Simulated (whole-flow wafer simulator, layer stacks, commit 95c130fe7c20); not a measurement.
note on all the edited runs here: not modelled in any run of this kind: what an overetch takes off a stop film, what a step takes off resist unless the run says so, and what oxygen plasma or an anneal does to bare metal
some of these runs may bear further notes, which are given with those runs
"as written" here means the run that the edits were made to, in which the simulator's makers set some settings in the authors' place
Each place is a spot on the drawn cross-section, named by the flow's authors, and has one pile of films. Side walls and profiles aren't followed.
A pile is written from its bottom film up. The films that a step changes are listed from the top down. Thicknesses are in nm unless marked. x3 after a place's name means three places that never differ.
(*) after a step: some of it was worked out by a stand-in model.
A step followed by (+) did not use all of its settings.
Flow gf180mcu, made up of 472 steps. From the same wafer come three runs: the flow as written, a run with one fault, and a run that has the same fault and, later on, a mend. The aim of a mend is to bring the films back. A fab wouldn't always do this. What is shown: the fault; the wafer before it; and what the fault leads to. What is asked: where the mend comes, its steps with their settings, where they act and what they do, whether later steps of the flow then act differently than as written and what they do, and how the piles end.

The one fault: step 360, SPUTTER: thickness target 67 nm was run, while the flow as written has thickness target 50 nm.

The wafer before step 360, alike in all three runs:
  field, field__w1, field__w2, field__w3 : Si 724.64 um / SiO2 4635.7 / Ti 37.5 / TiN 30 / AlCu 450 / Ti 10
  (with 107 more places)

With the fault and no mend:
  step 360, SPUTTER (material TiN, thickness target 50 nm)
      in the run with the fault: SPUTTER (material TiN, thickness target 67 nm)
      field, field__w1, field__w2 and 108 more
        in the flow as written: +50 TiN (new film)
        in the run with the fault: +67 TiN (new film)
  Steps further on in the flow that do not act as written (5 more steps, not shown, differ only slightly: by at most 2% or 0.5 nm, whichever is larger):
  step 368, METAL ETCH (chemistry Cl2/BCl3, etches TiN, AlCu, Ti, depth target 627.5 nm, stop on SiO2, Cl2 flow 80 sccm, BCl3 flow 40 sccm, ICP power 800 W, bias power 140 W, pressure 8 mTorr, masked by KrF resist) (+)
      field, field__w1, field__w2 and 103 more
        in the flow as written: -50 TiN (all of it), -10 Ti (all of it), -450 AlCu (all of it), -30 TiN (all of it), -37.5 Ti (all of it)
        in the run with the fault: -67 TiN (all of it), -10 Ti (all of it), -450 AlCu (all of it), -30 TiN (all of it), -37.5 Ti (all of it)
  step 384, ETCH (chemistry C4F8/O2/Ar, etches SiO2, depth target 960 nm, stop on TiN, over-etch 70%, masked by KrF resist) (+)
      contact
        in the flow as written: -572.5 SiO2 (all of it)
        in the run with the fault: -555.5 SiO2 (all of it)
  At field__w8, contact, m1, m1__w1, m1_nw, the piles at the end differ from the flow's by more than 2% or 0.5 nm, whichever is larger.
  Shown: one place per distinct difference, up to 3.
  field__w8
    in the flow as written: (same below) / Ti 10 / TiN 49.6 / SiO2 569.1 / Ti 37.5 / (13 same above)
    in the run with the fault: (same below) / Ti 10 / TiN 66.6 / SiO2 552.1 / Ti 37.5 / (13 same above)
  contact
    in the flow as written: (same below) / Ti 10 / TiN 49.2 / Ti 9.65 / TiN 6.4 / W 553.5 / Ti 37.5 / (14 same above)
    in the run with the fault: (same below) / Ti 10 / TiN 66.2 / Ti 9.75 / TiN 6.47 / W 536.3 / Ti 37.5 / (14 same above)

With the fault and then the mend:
  After step 367 comes the mend.
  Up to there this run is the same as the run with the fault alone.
  step 367a, STRIP (chemistry O2/N2, power 2160 W, pressure 1700 mTorr) (*)
      field__w8, contact, m1, m1__w1, m1_nw
        -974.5 KrF resist (all of it)
  step 367b, METAL ETCH (chemistry Cl2/BCl3, etches TiN, AlCu, Ti, depth target 17 nm, Cl2 flow 80 sccm, BCl3 flow 40 sccm, ICP power 800 W, bias power 140 W, pressure 8 mTorr) (the flow's step 260, run once more with other settings)
      field, field__w1, field__w2 and 108 more
        -17 TiN
  step 367c, HMDS (120 C, 60 s) (the flow's step 362, run once more)
      leaves every film unchanged at each place that is followed
  step 367d, COAT (KrF resist, thickness 1000 nm) (the flow's step 363, run once more)
      field, field__w1, field__w2 and 108 more
        +1000 KrF resist (new film)
  step 367e, SOFTBAKE (KrF resist) (the flow's step 364, run once more)
      leaves every film unchanged at each place that is followed
  step 367f, EXPOSE (photomask Metal4) (the flow's step 365, run once more)
      leaves every film unchanged at each place that is followed
  step 367g, PEB (KrF resist, 135 C, 90 s) (the flow's step 366, run once more)
      field, field__w1, field__w2 and 108 more
        -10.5 KrF resist
  step 367h, DEVELOP (thickness 1000 nm, 60 s) (the flow's step 367, run once more)
      field, field__w1, field__w2 and 103 more
        -989.5 KrF resist (all of it)
      field__w8, contact, m1, m1__w1, m1_nw
        -14.9 KrF resist
  Every later step of the flow that is run acts as written at every place that is followed.
  The piles end the same as the flow's at every place that both follow.
